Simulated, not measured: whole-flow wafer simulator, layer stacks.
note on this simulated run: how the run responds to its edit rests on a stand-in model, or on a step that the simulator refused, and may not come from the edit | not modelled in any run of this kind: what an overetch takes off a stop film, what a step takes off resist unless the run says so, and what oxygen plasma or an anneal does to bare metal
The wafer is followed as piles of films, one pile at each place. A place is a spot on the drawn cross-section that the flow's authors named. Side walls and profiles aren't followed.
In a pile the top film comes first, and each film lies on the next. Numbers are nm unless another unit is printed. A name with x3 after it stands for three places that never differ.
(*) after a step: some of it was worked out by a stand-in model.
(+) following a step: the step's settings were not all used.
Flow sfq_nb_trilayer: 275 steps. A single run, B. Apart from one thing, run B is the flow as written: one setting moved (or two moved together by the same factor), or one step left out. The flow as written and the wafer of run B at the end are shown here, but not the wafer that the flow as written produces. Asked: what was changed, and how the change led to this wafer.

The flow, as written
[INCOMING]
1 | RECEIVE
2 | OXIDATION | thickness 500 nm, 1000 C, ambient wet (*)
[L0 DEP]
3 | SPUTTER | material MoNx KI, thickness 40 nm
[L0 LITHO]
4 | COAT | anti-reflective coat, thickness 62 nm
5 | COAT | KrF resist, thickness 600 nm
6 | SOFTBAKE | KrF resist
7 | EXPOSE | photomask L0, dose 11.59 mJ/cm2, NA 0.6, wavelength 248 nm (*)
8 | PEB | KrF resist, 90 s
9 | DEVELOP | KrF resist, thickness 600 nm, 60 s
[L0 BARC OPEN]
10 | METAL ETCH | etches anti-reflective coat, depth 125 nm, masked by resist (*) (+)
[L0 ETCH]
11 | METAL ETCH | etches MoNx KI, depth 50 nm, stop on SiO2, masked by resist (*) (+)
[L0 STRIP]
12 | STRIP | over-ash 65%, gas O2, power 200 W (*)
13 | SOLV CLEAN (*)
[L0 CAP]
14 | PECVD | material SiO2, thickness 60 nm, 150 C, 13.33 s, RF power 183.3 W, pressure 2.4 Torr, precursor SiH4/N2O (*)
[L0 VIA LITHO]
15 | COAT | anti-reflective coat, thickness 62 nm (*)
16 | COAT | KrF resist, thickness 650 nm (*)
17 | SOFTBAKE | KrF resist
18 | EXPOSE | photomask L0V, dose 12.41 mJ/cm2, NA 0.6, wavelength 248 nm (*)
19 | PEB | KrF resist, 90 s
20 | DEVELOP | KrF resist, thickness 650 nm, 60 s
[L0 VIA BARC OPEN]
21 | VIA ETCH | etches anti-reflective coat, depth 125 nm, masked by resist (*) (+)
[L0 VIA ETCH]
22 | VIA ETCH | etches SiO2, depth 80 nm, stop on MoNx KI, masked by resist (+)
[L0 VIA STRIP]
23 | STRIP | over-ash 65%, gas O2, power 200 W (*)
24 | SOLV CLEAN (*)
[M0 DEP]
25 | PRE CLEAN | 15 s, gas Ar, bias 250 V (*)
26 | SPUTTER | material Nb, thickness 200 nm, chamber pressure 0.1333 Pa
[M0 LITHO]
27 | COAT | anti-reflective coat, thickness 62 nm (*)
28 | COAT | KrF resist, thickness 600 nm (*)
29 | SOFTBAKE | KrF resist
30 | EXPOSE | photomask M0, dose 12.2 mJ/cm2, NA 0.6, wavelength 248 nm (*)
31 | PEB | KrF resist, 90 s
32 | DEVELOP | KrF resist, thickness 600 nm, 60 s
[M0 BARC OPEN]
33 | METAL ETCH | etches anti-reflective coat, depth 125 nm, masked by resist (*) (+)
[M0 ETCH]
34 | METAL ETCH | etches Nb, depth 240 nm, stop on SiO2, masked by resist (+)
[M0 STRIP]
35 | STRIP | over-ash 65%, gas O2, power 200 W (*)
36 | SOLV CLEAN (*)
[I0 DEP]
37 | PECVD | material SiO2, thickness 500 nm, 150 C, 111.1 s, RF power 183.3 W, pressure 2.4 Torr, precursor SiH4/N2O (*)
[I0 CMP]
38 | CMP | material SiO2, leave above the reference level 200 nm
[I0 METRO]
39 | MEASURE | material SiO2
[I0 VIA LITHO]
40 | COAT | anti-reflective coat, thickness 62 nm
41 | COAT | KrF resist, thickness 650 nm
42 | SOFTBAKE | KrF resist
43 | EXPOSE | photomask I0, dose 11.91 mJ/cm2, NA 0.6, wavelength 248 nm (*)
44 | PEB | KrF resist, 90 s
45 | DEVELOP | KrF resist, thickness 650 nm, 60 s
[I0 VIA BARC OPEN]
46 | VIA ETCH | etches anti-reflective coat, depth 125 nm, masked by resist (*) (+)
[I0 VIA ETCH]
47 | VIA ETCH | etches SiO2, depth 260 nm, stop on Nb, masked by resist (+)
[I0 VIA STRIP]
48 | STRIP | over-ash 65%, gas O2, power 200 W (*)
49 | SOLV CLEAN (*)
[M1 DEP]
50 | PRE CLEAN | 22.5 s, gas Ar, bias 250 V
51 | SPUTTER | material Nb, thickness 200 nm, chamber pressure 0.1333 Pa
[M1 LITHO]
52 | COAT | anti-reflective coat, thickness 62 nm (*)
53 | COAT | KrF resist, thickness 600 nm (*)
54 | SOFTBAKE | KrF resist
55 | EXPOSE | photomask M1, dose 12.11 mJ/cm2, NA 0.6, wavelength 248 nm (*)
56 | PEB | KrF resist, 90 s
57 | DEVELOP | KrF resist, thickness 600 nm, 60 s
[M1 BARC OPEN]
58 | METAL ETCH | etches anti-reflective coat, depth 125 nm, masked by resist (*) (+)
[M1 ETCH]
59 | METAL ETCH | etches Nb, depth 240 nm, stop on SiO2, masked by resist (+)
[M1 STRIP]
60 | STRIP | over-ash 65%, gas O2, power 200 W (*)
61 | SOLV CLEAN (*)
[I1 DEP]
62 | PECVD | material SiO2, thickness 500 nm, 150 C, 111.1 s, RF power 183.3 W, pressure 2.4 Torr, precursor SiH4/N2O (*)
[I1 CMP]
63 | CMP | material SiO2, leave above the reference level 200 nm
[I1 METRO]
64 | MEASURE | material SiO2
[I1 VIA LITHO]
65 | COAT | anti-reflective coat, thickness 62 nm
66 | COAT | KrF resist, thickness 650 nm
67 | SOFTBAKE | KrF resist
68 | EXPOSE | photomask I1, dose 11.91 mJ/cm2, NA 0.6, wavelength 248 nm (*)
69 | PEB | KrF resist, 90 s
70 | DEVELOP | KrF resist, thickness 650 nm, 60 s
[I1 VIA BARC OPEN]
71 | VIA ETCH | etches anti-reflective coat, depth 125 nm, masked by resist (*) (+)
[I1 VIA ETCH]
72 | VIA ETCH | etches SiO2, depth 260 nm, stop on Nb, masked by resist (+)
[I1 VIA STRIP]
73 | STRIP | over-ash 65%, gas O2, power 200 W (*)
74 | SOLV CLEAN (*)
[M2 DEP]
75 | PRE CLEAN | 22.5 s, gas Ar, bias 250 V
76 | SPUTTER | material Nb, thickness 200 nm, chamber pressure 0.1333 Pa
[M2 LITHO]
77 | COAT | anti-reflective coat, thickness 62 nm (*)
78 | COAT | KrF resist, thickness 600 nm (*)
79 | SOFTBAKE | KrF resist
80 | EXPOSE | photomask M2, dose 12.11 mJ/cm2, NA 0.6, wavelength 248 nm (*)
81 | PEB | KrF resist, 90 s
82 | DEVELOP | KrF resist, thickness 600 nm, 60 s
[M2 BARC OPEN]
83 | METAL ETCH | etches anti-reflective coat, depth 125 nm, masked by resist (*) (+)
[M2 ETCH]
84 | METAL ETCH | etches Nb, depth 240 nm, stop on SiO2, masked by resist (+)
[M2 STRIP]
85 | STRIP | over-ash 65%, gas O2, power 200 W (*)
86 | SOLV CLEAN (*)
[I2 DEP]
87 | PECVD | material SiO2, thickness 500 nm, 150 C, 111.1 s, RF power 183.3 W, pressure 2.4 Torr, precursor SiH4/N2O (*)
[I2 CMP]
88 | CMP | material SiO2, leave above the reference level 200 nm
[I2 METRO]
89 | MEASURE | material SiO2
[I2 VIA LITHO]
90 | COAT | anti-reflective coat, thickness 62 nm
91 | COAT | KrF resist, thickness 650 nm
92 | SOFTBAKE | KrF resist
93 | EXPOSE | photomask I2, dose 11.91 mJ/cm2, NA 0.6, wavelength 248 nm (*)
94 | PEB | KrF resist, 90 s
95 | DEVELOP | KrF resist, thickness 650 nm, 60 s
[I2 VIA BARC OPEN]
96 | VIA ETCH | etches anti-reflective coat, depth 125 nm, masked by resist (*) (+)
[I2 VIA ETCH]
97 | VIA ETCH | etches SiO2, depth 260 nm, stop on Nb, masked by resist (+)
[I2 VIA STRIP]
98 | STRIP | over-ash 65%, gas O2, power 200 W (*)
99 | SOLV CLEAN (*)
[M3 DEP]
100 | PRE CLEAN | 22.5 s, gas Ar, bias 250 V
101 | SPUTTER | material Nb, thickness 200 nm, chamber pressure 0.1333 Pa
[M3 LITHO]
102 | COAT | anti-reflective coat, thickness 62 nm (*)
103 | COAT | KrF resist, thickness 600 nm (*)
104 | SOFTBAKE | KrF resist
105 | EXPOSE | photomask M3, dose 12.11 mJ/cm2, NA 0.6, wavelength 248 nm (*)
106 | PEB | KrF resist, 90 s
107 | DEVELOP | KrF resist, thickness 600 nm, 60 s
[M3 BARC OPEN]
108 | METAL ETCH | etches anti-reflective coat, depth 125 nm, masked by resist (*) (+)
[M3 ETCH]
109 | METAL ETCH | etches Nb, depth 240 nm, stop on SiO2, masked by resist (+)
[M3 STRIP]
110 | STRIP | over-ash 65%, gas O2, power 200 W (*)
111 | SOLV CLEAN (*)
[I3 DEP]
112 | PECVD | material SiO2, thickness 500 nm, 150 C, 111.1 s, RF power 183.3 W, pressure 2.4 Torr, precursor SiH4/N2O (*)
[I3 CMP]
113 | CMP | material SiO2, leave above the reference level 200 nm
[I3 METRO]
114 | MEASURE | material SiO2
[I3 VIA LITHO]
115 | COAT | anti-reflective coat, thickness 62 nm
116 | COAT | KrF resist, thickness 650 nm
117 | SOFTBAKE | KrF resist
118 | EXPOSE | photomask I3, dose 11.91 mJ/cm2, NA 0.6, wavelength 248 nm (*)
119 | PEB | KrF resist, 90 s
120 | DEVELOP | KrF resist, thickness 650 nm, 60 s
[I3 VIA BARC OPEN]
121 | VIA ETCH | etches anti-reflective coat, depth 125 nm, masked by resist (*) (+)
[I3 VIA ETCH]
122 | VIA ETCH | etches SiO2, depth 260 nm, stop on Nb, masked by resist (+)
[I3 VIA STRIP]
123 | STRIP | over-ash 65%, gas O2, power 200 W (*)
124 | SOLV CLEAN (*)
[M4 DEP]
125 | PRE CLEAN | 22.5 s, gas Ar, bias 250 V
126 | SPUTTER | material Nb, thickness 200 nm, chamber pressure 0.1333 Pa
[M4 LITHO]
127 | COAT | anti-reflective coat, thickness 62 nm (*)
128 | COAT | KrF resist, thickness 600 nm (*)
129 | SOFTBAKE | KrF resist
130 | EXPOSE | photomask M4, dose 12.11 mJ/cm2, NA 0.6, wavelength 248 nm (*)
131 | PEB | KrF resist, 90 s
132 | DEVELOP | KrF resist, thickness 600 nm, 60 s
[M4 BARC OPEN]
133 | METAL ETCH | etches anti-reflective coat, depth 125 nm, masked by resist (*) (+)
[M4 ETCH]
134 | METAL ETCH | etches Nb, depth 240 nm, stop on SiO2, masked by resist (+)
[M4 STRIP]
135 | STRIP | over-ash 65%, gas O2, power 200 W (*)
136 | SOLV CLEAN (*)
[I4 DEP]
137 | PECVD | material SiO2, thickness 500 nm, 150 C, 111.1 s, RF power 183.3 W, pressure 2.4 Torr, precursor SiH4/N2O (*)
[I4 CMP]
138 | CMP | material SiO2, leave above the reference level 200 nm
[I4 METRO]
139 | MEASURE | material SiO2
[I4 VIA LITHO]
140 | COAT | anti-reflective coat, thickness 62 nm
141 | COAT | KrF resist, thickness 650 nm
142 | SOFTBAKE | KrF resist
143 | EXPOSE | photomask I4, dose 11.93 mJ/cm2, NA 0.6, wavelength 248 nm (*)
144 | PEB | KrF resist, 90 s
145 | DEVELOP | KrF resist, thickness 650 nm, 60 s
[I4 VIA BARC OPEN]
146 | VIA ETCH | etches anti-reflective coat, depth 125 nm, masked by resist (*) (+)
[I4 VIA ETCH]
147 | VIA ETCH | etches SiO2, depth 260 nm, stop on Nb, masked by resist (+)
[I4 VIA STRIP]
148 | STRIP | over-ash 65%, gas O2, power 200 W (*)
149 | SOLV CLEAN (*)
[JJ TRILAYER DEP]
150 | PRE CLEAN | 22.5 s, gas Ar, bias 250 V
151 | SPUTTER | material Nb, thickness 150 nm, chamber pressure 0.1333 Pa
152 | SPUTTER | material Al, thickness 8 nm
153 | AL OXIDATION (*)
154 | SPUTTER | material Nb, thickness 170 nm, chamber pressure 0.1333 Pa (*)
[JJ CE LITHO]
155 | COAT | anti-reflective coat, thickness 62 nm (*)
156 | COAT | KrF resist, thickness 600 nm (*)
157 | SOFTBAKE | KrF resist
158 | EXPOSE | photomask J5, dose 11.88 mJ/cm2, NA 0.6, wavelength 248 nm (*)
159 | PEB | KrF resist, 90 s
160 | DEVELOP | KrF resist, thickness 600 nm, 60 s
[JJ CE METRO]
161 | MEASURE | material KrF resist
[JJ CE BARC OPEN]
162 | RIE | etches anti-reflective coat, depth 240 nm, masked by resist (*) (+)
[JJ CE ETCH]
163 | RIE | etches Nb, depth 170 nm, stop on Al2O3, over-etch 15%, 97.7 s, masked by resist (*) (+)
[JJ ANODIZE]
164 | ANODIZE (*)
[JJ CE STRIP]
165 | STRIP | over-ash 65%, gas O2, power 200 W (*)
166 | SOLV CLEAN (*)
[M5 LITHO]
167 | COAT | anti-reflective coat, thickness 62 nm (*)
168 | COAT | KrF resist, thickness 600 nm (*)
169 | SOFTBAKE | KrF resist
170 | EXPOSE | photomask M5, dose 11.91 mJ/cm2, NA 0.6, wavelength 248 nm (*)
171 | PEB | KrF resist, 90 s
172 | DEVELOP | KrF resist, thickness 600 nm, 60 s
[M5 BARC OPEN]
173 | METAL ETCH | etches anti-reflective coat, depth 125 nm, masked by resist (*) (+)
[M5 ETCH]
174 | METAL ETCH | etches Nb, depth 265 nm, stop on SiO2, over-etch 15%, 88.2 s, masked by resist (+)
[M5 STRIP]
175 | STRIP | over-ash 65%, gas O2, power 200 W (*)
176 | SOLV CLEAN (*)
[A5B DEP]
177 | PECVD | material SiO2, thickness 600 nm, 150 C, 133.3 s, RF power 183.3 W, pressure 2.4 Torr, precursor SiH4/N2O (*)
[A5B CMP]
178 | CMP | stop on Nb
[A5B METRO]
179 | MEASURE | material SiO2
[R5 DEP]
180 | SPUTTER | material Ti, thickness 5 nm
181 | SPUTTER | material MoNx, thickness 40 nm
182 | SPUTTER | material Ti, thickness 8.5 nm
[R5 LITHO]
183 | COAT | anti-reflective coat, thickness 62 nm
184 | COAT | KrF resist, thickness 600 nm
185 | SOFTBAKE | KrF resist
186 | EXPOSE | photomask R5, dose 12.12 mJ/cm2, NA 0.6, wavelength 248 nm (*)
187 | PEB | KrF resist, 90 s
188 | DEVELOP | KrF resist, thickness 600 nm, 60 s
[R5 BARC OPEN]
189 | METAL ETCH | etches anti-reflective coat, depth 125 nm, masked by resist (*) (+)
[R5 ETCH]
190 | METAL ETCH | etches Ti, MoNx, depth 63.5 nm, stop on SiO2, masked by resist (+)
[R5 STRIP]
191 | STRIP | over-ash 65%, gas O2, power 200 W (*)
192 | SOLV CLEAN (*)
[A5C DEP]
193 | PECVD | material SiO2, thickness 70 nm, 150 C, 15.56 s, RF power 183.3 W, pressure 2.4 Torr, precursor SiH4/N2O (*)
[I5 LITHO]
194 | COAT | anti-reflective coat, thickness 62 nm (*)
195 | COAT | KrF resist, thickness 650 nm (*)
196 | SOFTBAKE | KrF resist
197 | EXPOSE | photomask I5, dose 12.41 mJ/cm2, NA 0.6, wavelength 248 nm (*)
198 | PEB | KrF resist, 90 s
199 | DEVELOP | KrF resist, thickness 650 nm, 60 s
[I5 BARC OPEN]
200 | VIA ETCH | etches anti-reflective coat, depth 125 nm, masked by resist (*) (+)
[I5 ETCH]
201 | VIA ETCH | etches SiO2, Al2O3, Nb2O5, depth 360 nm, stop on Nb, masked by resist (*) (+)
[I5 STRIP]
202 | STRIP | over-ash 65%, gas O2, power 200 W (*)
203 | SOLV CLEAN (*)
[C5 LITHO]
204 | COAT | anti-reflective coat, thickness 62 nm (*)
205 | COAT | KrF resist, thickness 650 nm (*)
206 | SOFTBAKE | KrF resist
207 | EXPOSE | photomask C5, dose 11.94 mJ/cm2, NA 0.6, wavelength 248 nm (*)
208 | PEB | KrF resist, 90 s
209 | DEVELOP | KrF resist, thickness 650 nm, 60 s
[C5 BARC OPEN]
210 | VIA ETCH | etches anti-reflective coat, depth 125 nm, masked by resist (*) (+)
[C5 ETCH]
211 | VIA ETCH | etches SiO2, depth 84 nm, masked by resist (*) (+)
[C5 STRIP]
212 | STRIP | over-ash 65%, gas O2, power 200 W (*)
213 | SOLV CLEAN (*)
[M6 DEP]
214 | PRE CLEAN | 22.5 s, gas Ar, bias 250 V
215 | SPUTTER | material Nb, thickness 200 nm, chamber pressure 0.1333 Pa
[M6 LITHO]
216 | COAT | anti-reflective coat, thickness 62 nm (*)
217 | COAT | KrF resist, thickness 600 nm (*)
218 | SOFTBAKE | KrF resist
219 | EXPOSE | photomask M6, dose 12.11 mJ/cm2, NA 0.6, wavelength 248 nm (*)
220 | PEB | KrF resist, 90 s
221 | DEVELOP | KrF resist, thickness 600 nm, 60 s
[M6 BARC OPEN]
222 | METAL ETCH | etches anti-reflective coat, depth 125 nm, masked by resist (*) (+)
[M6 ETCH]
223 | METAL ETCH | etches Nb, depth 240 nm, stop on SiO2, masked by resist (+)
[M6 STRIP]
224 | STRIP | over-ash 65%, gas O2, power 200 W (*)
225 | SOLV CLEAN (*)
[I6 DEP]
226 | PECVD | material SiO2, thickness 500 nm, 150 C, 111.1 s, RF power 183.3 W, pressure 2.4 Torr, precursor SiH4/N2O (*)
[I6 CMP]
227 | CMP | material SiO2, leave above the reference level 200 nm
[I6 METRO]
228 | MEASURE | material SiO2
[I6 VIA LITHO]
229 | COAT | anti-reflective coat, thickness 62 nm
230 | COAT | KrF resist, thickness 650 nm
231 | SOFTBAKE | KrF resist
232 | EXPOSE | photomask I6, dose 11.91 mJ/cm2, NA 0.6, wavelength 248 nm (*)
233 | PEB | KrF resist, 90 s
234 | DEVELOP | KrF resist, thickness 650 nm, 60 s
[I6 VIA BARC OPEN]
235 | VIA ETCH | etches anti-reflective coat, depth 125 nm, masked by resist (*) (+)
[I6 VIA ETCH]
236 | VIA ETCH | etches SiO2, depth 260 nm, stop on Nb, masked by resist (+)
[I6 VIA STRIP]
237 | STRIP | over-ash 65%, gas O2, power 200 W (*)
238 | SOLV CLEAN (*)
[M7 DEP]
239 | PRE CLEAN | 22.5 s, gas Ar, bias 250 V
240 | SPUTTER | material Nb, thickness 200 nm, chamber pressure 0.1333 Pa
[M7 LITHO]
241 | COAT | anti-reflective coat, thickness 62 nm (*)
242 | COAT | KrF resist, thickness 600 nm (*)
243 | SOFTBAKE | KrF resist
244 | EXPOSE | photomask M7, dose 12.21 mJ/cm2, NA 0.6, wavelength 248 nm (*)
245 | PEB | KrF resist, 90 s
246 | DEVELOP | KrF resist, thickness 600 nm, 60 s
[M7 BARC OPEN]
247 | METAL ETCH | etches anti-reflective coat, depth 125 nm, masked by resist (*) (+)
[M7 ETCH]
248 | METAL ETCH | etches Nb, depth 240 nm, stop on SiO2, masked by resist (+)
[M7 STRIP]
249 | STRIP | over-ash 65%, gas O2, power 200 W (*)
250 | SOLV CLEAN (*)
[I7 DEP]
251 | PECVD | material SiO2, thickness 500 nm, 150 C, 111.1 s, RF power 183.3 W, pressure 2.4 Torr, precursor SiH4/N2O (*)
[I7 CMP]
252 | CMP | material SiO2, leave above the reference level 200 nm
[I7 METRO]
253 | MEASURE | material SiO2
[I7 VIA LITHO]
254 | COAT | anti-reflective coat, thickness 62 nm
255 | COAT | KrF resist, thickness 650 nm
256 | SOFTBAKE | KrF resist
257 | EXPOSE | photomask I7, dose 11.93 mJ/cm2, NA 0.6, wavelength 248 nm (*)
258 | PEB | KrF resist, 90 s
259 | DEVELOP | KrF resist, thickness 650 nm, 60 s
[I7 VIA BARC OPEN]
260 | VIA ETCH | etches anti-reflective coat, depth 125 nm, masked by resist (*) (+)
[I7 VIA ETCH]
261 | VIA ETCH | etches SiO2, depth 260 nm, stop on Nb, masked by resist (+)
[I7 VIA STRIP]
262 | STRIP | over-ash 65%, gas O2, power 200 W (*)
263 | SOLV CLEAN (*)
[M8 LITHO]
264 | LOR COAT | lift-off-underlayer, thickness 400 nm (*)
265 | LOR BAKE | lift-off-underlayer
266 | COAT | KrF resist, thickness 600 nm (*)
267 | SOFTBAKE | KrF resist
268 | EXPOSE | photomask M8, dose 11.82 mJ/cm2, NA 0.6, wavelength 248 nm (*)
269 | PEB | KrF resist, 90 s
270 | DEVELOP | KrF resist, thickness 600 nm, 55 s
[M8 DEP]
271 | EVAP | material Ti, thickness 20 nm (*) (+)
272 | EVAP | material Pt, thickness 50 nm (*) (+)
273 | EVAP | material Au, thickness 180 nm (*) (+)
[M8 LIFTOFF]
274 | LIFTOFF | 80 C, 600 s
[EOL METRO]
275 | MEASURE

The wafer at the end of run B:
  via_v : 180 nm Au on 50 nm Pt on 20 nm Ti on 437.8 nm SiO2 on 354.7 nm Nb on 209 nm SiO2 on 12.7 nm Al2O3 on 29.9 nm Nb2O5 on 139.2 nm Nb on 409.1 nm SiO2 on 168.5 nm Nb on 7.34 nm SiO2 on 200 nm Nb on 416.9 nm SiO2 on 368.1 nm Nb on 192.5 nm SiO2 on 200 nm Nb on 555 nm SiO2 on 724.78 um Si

Cause: step 122, VIA ETCH: depth 185 nm was run, while the flow as written has depth 260 nm.

Step by step, how the change led to this:
  122 | VIA ETCH | etches SiO2, depth 260 nm, stop on Nb, masked by resist (+)
      via_v: SiO2 loses 185 (it would be, as written: SiO2 loses 199.8 (all of it))
      field_l, v_sur, via_wl and 102 more: KrF resist loses 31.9 (it would be, as written: KrF resist loses 44.8)
  123 | STRIP | over-ash 65%, gas O2, power 200 W (*)
      field_l, v_sur, via_wl and 102 more: KrF resist loses 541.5 (all of it), anti-reflective coat loses 62 (all of it) (it would be, as written: KrF resist loses 528.6 (all of it), anti-reflective coat loses 62 (all of it))
  125 | PRE CLEAN | 22.5 s, gas Ar, bias 250 V
      via_v: SiO2 loses 7.5 (it would be, as written: Nb loses 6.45)
  126 | SPUTTER | material Nb, thickness 200 nm, chamber pressure 0.1333 Pa
      via_v: Nb gains 168.5 (new film) (it would be, as written: Nb gains 165.5)
  127 | COAT | anti-reflective coat, thickness 62 nm (*)
      via_v: anti-reflective coat gains 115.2 (new film) (it would be, as written: anti-reflective coat gains 124.8 (new film))
      wire: anti-reflective coat gains 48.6 (new film) (it would be, as written: anti-reflective coat gains 50.2 (new film))
  135 | STRIP | over-ash 65%, gas O2, power 200 W (*)
      via_v: KrF resist loses 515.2 (all of it), anti-reflective coat loses 115.2 (all of it) (it would be, as written: KrF resist loses 521.8 (all of it), anti-reflective coat loses 124.8 (all of it))
      wire: KrF resist loses 376.2 (all of it), anti-reflective coat loses 48.6 (all of it) (it would be, as written: KrF resist loses 374.5 (all of it), anti-reflective coat loses 50.2 (all of it))
  137 | PECVD | material SiO2, thickness 500 nm, 150 C, 111.1 s, RF power 183.3 W, pressure 2.4 Torr, precursor SiH4/N2O (*)
      via_v: SiO2 gains 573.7 (new film) (it would be, as written: SiO2 gains 615 (new film))
  138 | CMP | material SiO2, leave above the reference level 200 nm
      via_v: SiO2 loses 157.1 (it would be, as written: SiO2 loses 181.6)
With metal films that touch counted as one body, via_v has 7 bodies (between them, from the top down: SiO2 437.8; SiO2 209 / Al2O3 12.7 / Nb2O5 29.9; SiO2 409.1; SiO2 7.34; SiO2 416.9; SiO2 192.5); the flow as written gives 6 bodies (between them, from the top down: SiO2 437.8; SiO2 209 / Al2O3 12.7 / Nb2O5 29.9; SiO2 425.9; SiO2 416.9; SiO2 192.5).
